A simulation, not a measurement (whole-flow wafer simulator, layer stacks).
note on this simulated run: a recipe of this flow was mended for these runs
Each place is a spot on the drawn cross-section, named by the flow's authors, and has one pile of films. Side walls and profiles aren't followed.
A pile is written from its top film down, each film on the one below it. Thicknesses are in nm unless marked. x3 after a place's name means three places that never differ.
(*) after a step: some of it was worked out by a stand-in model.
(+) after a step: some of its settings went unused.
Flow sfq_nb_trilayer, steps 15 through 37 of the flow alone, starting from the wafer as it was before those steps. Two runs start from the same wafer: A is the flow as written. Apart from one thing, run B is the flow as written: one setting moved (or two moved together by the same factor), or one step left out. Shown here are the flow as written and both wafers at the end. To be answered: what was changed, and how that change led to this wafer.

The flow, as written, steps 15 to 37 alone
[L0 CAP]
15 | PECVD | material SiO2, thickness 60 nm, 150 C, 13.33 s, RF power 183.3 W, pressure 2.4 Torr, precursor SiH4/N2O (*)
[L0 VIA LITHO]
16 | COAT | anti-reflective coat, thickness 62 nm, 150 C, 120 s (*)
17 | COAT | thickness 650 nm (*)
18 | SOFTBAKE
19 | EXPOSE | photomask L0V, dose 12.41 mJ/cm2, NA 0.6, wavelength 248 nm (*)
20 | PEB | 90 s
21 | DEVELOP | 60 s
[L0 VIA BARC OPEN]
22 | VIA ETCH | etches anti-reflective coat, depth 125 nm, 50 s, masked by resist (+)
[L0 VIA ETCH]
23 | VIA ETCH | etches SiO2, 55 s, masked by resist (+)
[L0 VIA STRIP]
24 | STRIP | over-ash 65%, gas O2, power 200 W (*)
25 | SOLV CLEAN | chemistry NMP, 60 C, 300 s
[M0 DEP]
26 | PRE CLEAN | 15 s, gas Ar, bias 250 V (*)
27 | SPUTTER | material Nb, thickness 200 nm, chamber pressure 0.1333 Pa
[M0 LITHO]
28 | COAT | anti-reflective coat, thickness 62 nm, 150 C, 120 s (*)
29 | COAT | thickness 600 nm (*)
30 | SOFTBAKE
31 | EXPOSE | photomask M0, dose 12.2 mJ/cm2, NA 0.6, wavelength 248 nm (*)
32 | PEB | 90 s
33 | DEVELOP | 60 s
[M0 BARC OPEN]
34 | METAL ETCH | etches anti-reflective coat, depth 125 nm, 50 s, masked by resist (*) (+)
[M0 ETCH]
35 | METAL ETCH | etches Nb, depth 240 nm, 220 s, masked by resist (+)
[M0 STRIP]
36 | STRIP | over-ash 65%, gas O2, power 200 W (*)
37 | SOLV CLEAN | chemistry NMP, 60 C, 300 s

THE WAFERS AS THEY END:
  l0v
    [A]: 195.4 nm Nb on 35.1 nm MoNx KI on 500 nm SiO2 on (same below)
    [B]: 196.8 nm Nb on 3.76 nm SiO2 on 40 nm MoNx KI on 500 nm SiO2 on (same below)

What caused this: step 23, VIA ETCH: 35 s was run, though the flow has 55 s.

The path from the change to this, step by step:
  23 | VIA ETCH | etches SiO2, 55 s, masked by resist (+)
      l0v: A SiO2 loses 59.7 (all of it), MoNx KI loses 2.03 | B SiO2 loses 50.9
      field_l, v_sur, via_wl and 102 more: A KrF-resist-other-grade loses 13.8 | B KrF-resist-other-grade loses 8.78
  26 | PRE CLEAN | 15 s, gas Ar, bias 250 V (*)
      l0v: A MoNx KI loses 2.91 | B SiO2 loses 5
  28 | COAT | anti-reflective coat, thickness 62 nm, 150 C, 120 s (*)
      l0_sur: A anti-reflective coat gains 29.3 (new film) | B anti-reflective coat gains 32.2 (new film)
      l0v: A anti-reflective coat gains 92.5 (new film) | B anti-reflective coat gains 88.2 (new film)
  36 | STRIP | over-ash 65%, gas O2, power 200 W (*)
      l0_sur: A KrF-resist-other-grade loses 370 (all of it), anti-reflective coat loses 29.3 (all of it) | B KrF-resist-other-grade loses 368.5 (all of it), anti-reflective coat loses 32.2 (all of it)
      l0v: A KrF-resist-other-grade loses 374.1 (all of it), anti-reflective coat loses 92.5 (all of it) | B KrF-resist-other-grade loses 370 (all of it), anti-reflective coat loses 88.2 (all of it)
With metal films that touch counted as one body, l0v has 2 bodies (between them, from the top down: SiO2 3.76); the flow as written gives 1 body.
